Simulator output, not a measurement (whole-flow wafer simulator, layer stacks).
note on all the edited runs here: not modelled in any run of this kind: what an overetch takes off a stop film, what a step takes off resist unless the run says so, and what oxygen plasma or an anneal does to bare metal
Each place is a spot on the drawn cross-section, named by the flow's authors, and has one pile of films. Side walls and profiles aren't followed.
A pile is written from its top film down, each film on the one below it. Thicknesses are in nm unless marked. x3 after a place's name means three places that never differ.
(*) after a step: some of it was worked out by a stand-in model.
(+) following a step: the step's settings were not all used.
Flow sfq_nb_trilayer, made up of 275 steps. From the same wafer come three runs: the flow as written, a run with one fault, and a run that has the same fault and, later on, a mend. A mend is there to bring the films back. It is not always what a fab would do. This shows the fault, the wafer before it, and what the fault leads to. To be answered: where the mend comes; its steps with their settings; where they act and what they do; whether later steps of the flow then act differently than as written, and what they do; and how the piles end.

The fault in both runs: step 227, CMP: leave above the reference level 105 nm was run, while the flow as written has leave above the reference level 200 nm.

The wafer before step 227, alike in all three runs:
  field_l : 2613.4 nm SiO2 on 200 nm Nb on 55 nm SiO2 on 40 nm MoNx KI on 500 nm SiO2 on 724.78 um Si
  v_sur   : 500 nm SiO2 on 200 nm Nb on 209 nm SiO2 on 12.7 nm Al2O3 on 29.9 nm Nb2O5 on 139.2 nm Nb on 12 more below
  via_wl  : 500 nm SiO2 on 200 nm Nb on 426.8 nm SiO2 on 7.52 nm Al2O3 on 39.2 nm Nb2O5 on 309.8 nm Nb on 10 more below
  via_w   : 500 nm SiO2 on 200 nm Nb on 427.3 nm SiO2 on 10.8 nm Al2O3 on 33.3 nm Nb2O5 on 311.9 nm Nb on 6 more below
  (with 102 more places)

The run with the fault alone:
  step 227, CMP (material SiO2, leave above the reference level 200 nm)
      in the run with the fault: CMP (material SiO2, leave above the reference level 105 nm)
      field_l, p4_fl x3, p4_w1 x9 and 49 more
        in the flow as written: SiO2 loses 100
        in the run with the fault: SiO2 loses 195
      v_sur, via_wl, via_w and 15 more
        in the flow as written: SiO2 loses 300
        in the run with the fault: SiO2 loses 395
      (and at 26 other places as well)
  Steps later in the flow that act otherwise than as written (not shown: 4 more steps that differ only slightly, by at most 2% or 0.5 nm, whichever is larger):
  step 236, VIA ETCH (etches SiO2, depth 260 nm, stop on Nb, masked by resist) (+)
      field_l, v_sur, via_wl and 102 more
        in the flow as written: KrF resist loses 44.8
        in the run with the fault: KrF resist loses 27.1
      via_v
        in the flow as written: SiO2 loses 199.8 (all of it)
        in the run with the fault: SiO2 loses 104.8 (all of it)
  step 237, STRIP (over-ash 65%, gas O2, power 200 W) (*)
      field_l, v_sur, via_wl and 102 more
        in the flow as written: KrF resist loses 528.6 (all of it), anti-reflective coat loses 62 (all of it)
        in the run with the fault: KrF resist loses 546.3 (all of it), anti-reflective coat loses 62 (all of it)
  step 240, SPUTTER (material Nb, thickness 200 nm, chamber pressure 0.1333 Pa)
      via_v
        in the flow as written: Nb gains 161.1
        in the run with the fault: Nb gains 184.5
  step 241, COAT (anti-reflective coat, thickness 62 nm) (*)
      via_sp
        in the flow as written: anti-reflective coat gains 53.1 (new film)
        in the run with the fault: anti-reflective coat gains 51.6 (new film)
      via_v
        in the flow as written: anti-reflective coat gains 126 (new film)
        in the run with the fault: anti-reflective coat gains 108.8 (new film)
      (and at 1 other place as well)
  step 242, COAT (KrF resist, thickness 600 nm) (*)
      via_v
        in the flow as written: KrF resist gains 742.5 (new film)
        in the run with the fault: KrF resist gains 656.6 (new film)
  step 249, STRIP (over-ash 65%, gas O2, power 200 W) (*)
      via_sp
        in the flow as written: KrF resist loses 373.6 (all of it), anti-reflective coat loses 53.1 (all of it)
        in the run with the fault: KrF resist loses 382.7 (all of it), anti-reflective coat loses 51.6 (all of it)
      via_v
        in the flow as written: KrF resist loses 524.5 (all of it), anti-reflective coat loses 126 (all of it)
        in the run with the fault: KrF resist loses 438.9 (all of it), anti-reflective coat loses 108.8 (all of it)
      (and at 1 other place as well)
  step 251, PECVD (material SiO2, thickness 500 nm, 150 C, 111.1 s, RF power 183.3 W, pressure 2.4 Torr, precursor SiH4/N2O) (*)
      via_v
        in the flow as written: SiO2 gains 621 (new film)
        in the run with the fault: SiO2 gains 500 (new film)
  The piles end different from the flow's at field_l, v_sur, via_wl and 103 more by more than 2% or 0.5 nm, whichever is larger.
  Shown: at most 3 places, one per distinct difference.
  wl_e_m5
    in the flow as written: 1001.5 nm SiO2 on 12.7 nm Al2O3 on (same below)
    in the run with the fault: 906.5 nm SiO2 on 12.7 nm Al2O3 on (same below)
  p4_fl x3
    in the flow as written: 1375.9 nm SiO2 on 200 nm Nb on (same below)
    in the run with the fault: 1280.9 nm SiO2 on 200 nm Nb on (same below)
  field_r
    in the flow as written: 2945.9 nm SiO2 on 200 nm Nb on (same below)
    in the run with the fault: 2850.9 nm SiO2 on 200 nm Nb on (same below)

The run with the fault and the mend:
  After step 228 comes the mend.
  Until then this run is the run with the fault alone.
  step 228a, PECVD (material SiO2, thickness 95 nm, 150 C, 21.11 s, RF power 183.3 W, pressure 2.4 Torr, precursor SiH4/N2O) (the flow's step 226 again, with other settings)
      field_l, v_sur, via_wl and 103 more
        SiO2 gains 95
  Every later step of the flow that is run acts as written at every place that is followed.
  By the end, the piles equal the flow's at every place that both follow.
